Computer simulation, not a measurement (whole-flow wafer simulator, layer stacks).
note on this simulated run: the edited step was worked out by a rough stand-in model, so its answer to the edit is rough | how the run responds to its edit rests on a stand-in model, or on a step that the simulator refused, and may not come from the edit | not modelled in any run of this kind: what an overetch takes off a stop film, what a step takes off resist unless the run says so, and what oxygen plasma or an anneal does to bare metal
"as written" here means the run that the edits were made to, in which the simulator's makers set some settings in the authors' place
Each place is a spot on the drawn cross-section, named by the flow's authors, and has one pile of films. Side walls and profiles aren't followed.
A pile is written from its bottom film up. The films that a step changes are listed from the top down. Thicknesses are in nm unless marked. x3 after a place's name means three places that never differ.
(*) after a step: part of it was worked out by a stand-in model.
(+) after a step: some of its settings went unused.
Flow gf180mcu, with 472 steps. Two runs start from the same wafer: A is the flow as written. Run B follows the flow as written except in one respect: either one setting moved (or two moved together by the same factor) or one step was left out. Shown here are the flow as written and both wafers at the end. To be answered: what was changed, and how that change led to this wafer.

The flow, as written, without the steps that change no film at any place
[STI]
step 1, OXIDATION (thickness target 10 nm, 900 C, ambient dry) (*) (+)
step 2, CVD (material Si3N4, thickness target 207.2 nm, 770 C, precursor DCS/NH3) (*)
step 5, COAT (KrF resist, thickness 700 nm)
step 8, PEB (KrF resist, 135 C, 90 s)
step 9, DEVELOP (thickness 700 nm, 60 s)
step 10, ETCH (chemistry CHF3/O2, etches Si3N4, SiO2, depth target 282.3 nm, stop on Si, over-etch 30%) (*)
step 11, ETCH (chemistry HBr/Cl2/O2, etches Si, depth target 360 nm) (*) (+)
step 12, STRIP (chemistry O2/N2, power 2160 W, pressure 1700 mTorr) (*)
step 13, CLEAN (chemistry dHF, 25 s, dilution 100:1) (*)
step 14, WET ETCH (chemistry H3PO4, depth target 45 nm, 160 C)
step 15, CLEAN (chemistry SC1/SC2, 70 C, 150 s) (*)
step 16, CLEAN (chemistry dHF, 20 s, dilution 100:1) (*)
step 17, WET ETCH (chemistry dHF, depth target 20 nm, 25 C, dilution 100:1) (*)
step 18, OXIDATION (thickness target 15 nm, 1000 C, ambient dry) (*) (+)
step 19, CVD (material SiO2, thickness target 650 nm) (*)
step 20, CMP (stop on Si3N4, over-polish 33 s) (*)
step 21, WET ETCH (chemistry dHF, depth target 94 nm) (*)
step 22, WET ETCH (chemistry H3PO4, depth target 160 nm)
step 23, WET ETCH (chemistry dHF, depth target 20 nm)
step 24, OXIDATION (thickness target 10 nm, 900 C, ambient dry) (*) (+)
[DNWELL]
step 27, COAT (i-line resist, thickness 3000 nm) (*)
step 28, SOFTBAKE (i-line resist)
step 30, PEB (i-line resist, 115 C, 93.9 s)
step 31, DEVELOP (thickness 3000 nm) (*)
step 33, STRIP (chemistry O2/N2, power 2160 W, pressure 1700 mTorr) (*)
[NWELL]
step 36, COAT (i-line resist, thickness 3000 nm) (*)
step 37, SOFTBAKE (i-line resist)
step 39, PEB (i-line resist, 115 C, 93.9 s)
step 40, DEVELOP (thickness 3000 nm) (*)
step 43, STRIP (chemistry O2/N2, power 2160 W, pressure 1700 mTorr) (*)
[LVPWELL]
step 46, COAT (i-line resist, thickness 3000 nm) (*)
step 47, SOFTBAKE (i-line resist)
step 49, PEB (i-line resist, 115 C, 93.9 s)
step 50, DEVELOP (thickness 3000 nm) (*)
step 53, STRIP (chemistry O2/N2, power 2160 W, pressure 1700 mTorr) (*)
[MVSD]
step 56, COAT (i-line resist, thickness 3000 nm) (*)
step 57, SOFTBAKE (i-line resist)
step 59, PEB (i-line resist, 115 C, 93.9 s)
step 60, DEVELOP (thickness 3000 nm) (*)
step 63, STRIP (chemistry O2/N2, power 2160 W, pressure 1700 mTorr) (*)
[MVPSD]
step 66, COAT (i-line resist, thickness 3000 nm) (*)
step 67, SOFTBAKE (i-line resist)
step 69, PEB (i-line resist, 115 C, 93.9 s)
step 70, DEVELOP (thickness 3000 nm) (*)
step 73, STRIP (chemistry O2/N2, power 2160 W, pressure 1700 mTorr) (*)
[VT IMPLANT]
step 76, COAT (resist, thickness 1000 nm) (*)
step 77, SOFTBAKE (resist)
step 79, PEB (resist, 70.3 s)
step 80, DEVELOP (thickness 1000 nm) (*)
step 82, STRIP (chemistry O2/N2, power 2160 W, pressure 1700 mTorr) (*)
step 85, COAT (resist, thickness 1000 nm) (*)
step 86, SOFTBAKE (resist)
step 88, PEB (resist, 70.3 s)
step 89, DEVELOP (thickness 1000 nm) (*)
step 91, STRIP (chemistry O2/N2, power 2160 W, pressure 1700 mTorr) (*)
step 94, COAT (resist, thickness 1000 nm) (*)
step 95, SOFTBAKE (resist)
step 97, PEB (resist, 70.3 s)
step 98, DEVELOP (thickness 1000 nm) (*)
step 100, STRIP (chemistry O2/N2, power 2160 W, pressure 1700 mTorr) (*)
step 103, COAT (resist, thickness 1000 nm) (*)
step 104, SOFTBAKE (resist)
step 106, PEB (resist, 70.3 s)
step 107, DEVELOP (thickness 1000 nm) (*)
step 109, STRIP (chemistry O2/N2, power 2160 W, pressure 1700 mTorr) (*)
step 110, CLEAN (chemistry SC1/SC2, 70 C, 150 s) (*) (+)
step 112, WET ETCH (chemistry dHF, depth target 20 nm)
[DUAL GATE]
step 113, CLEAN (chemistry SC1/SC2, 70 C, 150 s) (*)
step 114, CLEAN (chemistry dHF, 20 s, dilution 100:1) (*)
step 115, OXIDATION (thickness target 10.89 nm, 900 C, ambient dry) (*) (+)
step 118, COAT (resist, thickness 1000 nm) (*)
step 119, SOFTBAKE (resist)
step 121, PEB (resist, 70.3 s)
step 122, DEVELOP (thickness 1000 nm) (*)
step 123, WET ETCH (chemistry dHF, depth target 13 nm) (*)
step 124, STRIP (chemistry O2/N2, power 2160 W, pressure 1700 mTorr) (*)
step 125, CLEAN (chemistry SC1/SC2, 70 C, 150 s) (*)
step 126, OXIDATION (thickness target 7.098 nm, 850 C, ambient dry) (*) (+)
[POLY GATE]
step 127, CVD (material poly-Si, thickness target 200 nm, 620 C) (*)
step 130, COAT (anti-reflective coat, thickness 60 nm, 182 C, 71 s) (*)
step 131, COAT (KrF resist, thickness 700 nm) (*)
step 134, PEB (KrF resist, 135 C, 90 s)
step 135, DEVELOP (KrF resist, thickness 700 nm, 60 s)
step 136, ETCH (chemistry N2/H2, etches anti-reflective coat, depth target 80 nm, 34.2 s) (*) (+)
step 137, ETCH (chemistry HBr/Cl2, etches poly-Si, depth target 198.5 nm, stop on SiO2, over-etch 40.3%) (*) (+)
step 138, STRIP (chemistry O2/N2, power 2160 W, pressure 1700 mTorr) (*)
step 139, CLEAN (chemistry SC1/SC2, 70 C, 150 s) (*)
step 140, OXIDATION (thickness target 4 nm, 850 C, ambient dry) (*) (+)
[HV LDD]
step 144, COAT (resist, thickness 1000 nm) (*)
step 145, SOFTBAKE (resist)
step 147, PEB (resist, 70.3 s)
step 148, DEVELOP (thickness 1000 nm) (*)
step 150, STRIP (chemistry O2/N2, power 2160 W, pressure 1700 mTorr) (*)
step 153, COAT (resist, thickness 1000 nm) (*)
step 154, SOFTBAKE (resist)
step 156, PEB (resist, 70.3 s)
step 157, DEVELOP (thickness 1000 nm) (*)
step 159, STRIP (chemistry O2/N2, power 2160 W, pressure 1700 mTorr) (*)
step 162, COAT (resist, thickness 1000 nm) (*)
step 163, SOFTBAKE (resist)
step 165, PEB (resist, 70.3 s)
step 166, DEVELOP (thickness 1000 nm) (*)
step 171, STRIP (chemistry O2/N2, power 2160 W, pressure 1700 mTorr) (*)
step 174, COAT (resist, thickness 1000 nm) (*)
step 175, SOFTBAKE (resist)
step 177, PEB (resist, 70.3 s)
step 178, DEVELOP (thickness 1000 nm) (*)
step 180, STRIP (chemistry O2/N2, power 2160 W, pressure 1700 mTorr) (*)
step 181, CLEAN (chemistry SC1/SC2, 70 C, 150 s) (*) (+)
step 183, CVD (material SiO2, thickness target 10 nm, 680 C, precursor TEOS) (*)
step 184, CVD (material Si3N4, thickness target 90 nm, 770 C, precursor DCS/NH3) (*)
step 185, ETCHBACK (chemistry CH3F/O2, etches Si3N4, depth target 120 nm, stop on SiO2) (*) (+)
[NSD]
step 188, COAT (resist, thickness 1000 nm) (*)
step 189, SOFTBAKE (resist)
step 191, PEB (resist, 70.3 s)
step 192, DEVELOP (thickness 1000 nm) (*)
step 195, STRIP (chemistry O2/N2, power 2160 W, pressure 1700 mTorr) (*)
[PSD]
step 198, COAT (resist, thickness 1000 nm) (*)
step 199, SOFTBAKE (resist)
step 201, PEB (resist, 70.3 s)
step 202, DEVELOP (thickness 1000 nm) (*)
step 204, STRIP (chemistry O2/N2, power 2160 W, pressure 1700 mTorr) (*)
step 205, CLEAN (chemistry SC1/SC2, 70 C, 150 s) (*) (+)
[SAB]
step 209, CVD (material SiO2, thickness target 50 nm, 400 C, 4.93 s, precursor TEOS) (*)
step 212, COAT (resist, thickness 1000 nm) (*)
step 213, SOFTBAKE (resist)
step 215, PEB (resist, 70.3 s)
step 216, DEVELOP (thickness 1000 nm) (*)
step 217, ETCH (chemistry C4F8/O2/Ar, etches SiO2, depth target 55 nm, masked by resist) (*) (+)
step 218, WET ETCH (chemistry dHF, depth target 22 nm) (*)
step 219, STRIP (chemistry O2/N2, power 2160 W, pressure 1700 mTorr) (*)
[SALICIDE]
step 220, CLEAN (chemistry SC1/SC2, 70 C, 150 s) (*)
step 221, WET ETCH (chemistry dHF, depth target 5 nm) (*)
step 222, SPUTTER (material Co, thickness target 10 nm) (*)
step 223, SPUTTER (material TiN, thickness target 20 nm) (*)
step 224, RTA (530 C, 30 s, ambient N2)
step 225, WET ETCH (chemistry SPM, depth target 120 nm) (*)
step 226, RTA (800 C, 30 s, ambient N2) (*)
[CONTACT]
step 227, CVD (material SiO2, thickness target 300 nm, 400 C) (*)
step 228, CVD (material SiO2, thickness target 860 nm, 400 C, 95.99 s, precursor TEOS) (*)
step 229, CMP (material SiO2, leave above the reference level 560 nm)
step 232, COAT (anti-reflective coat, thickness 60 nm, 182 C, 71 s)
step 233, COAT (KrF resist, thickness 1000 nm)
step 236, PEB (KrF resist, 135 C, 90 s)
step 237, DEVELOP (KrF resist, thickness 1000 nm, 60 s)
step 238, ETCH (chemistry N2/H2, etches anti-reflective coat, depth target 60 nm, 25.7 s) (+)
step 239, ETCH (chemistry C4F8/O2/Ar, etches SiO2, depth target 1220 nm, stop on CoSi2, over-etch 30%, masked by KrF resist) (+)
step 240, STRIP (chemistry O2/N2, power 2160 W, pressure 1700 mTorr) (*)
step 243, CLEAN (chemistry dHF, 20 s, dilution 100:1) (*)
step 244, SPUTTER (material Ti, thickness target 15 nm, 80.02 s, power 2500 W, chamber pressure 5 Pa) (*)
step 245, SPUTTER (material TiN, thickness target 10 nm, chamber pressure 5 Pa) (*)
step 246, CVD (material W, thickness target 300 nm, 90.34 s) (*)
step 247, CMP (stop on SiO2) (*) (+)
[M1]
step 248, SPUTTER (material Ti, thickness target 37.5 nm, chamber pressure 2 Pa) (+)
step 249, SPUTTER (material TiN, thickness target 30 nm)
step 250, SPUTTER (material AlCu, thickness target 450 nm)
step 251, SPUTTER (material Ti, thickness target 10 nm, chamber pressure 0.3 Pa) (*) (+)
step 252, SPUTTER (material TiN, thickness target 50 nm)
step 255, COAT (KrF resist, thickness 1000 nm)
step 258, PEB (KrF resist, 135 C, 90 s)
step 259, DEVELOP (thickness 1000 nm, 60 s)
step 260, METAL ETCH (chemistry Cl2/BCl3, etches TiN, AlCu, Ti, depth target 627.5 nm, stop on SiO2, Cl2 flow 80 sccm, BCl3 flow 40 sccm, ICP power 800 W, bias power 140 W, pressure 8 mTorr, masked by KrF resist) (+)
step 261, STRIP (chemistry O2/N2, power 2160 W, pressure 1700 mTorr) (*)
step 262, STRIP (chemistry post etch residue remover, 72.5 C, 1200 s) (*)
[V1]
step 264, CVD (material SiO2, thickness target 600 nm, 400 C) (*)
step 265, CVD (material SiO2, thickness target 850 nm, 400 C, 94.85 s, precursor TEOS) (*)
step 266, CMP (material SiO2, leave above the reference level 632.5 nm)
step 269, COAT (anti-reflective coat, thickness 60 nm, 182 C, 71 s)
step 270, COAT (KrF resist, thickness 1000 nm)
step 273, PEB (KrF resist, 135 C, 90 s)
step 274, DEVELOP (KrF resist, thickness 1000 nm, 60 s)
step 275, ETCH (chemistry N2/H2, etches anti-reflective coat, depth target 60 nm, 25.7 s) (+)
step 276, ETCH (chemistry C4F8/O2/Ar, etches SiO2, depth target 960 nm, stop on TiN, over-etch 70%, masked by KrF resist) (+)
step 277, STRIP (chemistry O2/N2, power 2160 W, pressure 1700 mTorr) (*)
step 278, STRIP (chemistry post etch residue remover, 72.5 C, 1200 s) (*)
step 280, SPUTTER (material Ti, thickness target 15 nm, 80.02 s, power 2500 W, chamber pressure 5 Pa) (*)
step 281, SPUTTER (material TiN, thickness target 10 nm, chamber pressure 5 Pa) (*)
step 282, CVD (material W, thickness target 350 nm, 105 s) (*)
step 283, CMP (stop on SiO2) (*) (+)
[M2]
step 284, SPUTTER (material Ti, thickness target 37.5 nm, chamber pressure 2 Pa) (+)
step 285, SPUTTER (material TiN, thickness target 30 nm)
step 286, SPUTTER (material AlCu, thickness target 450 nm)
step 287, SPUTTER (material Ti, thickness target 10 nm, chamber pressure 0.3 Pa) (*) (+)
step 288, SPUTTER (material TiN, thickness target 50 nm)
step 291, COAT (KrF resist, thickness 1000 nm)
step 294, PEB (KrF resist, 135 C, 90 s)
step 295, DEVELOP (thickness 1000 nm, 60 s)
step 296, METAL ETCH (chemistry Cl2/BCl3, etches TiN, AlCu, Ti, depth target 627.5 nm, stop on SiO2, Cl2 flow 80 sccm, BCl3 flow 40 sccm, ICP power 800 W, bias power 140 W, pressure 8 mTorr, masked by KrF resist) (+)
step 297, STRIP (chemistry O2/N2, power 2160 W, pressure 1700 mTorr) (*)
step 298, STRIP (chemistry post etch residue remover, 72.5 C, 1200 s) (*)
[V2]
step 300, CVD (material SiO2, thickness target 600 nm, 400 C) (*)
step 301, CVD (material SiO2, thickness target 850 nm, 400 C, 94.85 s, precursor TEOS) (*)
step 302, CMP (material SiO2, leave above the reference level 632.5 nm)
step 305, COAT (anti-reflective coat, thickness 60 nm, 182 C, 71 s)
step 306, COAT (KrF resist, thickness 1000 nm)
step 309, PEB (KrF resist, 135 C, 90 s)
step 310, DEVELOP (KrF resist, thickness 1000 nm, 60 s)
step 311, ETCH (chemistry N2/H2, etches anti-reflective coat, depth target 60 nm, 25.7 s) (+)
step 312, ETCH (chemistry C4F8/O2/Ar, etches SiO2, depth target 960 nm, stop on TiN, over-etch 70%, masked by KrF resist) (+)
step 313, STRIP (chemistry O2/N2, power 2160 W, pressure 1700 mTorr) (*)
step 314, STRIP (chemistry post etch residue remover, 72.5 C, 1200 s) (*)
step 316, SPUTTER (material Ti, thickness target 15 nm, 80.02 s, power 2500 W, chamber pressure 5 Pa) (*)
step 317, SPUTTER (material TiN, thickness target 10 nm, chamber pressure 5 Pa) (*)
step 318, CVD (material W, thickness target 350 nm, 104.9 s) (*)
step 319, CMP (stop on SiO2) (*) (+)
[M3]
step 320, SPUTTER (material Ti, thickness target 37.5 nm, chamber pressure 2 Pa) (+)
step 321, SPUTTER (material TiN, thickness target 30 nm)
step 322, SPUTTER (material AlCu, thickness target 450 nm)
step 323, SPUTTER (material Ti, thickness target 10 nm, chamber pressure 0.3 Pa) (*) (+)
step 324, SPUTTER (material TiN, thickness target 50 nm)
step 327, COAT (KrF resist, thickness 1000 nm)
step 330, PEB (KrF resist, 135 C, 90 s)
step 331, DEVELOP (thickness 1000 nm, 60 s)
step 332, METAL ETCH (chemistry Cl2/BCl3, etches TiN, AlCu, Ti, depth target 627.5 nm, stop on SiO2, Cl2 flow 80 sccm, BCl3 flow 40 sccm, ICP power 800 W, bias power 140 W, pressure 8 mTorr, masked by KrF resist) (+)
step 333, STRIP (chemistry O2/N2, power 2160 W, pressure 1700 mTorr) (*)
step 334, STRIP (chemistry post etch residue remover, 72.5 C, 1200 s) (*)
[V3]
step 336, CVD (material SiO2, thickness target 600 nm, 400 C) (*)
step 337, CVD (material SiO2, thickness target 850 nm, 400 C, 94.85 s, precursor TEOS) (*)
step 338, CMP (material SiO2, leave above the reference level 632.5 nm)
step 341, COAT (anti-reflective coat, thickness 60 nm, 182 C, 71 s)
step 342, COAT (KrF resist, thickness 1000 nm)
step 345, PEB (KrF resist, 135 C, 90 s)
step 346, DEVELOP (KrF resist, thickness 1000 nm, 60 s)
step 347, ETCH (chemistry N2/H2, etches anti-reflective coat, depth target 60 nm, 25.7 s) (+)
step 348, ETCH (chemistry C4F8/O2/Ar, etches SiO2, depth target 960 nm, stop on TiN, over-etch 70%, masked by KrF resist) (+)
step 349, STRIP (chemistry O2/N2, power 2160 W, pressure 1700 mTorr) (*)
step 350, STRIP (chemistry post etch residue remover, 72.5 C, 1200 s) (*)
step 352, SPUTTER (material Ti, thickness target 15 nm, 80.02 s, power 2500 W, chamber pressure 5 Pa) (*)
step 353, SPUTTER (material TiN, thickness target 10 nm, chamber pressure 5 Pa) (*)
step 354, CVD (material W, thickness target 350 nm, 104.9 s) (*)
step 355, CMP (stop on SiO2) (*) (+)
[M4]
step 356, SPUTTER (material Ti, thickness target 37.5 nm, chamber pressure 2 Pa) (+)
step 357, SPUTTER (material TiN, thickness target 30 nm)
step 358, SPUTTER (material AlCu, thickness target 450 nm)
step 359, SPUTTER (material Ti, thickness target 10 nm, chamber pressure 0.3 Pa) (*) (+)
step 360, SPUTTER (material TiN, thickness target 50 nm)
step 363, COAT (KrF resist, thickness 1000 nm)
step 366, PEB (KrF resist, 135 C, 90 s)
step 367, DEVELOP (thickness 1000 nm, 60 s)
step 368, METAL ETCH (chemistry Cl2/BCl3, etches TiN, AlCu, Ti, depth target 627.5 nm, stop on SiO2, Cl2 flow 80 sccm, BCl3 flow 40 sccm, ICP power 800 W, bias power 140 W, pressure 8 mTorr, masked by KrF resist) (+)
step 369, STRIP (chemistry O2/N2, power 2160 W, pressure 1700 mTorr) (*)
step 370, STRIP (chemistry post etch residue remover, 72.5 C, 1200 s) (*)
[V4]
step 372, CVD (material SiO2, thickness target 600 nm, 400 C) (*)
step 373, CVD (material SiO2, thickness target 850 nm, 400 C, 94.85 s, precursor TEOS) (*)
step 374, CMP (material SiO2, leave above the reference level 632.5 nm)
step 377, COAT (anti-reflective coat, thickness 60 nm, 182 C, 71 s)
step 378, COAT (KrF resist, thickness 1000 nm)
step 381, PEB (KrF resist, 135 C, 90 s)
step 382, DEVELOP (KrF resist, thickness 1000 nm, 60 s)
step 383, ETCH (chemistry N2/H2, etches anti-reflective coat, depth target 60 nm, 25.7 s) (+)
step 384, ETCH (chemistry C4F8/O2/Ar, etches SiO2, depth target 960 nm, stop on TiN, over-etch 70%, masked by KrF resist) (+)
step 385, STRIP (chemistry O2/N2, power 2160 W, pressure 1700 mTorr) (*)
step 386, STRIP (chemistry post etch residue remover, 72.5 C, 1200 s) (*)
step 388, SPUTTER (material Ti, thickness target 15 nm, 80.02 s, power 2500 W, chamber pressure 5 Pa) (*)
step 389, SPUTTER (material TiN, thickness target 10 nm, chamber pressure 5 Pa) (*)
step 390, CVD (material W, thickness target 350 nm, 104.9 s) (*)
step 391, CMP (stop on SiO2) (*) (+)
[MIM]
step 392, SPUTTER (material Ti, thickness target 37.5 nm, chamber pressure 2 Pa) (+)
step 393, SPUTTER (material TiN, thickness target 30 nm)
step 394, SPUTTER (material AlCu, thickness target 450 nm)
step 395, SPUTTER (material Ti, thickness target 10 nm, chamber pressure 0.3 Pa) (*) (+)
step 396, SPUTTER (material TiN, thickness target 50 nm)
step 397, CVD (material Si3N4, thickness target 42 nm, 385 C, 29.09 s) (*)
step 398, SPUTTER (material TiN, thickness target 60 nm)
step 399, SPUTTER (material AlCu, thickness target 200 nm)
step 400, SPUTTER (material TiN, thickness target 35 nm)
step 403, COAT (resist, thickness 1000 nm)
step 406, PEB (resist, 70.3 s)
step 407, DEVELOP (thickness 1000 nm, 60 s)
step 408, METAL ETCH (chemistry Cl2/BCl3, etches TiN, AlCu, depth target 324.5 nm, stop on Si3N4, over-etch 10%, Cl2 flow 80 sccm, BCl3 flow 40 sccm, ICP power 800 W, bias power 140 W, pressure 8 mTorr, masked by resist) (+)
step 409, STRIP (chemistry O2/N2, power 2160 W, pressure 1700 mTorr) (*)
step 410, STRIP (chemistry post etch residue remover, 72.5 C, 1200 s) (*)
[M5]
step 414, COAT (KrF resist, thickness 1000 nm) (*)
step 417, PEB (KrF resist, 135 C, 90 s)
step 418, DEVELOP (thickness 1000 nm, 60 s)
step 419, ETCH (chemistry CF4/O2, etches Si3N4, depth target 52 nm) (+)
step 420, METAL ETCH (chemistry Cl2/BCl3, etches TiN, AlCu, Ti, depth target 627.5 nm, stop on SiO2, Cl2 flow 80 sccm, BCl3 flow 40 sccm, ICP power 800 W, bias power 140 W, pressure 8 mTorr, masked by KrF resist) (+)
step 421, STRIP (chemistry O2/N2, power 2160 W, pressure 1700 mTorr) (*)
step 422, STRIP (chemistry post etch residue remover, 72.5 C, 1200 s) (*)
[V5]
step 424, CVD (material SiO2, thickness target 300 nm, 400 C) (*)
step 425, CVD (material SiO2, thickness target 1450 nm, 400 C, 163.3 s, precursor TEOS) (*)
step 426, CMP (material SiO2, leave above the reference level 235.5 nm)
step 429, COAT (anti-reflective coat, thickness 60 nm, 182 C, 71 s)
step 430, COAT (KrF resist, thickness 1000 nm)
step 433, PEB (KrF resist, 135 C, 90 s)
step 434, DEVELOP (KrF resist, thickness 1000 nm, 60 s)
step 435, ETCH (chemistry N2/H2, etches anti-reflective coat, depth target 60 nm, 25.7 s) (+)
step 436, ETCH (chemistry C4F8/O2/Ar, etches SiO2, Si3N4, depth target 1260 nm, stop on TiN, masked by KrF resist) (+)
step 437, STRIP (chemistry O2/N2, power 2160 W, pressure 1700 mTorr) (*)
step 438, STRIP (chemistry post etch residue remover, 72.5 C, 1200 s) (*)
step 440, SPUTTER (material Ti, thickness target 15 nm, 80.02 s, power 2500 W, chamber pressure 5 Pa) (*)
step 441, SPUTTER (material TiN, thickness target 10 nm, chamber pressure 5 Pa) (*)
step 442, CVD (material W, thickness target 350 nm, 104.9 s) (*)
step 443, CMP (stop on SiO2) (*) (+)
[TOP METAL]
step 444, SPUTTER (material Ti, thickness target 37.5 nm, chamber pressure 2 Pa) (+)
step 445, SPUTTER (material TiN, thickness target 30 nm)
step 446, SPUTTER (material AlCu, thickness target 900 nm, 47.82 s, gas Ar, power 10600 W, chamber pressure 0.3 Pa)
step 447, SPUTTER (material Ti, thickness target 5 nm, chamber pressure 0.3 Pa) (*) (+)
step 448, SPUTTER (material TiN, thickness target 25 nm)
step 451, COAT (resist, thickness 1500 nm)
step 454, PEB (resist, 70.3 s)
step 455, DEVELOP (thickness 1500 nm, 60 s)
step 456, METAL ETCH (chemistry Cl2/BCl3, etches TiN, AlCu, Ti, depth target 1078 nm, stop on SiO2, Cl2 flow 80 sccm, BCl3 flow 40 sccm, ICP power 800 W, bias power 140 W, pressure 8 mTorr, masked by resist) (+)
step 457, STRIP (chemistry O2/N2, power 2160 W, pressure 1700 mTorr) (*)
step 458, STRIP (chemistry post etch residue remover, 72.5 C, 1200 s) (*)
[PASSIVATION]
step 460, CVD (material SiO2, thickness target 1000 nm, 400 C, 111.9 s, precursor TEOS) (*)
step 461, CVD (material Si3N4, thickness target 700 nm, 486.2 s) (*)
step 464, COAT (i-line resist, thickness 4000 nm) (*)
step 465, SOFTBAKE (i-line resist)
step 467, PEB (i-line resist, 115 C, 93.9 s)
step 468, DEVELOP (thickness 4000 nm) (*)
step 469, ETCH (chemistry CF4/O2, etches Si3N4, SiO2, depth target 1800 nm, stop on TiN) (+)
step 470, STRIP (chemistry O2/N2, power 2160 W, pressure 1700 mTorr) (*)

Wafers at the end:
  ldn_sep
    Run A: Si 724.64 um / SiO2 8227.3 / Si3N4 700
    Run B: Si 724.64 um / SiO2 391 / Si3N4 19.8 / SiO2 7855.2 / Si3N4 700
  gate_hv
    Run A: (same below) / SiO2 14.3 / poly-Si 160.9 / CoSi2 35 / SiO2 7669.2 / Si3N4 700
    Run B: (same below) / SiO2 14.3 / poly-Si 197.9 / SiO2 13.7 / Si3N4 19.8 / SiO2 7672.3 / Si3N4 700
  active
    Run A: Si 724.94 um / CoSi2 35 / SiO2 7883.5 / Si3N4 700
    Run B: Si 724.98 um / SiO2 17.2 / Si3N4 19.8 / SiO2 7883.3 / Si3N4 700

What caused this: step 185, ETCHBACK: depth target 66 nm was run, whereas the flow has depth target 120 nm.

How this came from the change, step by step:
  step 185, ETCHBACK (chemistry CH3F/O2, etches Si3N4, depth target 120 nm, stop on SiO2) (*) (+)
      field, field__w1, field__w2 and 100 more: A Si3N4 loses 90 (all of it), SiO2 loses 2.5 | B Si3N4 loses 66
  step 188, COAT (resist, thickness 1000 nm) (*)
      spacer: A resist gains 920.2 (new film) | B resist gains 946.8 (new film)
  step 189, SOFTBAKE (resist)
      field__w9: A resist gains 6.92 | B resist loses 3.14
      nw_enc_fld_lv: A resist gains 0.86 | B resist gains 5.57
  step 192, DEVELOP (thickness 1000 nm) (*)
      spacer: A resist loses 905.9 (all of it) | B resist loses 932 (all of it)
  step 198, COAT (resist, thickness 1000 nm) (*)
      spacer: A resist gains 920.2 (new film) | B resist gains 946.8 (new film)
  step 199, SOFTBAKE (resist)
      field__w9: A resist gains 6.92 | B resist loses 3.14
      nw_enc_fld_lv: A resist gains 0.86 | B resist gains 5.57
  step 204, STRIP (chemistry O2/N2, power 2160 W, pressure 1700 mTorr) (*)
      spacer: A resist loses 905.9 (all of it) | B resist loses 932 (all of it)
  step 205, CLEAN (chemistry SC1/SC2, 70 C, 150 s) (*) (+)
      field, field__w1, field__w2 and 105 more: A SiO2 loses 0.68 | B Si3N4 loses 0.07
  step 209, CVD (material SiO2, thickness target 50 nm, 400 C, 4.93 s, precursor TEOS) (*)
      field, field__w7, field__w8 and 73 more: A SiO2 gains 50 | B SiO2 gains 50 (new film)
      field_sub__w1, field_sub__w3, field_sub__w4, field_sub__w5, ld_drift_n: A SiO2 gains 48.9 | B SiO2 gains 48.8 (new film)
      (and at 27 other places as well)
  step 212, COAT (resist, thickness 1000 nm) (*)
      spacer: A resist gains 919.4 (new film) | B resist gains 946.4 (new film)
  step 216, DEVELOP (thickness 1000 nm) (*)
      spacer: A resist loses 905.1 (all of it) | B resist loses 931.6 (all of it)
  step 217, ETCH (chemistry C4F8/O2/Ar, etches SiO2, depth target 55 nm, masked by resist) (*) (+)
      field, field__w7, field__w8 and 70 more: A SiO2 loses 55 | B SiO2 loses 50 (all of it), Si3N4 loses 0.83
      field_sub__w1, field_sub__w3, field_sub__w4, field_sub__w5, ld_drift_n: A SiO2 loses 55 | B SiO2 loses 48.8 (all of it), Si3N4 loses 1.03
      (and at 21 other places as well)
  step 218, WET ETCH (chemistry dHF, depth target 22 nm) (*)
      gate, gate_hv, gate_p and 23 more: A SiO2 loses 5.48 (all of it) | B Si3N4 loses 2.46
      field, field__w10, sti and 14 more: A SiO2 loses 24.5 | B Si3N4 loses 2.46
      (and at 56 other places as well)
  step 219, STRIP (chemistry O2/N2, power 2160 W, pressure 1700 mTorr) (*)
      gate, gate_hv, gate_p and 23 more: A chemical SiO2 gains 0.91 (new film), poly-Si loses 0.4 | B nothing
      active, p_well, sd_n and 20 more: A chemical SiO2 gains 0.91 (new film), Si loses 0.4 | B nothing
  step 220, CLEAN (chemistry SC1/SC2, 70 C, 150 s) (*)
      field, field__w2, field__w7 and 40 more: A SiO2 loses 0.68 | B nothing
      field__w1, field__w3, field__w6, field__w12, m1, nw_enc_fld_lv, nw_enc_fld_lv__w3: A SiO2 loses 0.68 | B Si3N4 loses 0.07
  step 221, WET ETCH (chemistry dHF, depth target 5 nm) (*)
      active, p_well, gate and 46 more: A chemical SiO2 loses 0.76 (all of it) | B Si3N4 loses 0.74
      field, field__w1, field__w2 and 23 more: A SiO2 loses 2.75 | B Si3N4 loses 0.74
      (and at 24 other places as well)
  ... another 9 steps ...
  step 471, ANNEAL (400 C, 1800 s, ambient N2/H2)
      polyc_n, polyc_p: A nothing | B under 9 films: void gains 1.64 (new film), Ti loses 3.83, TiSi first gains 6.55 (new film), poly-Si loses 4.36
      contact: A nothing | B under 49 films: void gains 1.62 (new film), Ti loses 3.83, TiSi first gains 6.55 (new film), Si loses 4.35
If metal films that touch count as one body, gate_hv has 0 bodies; the flow as written gives 1 body.
If metal films that touch count as one body, active has 0 bodies; the flow as written gives 1 body.
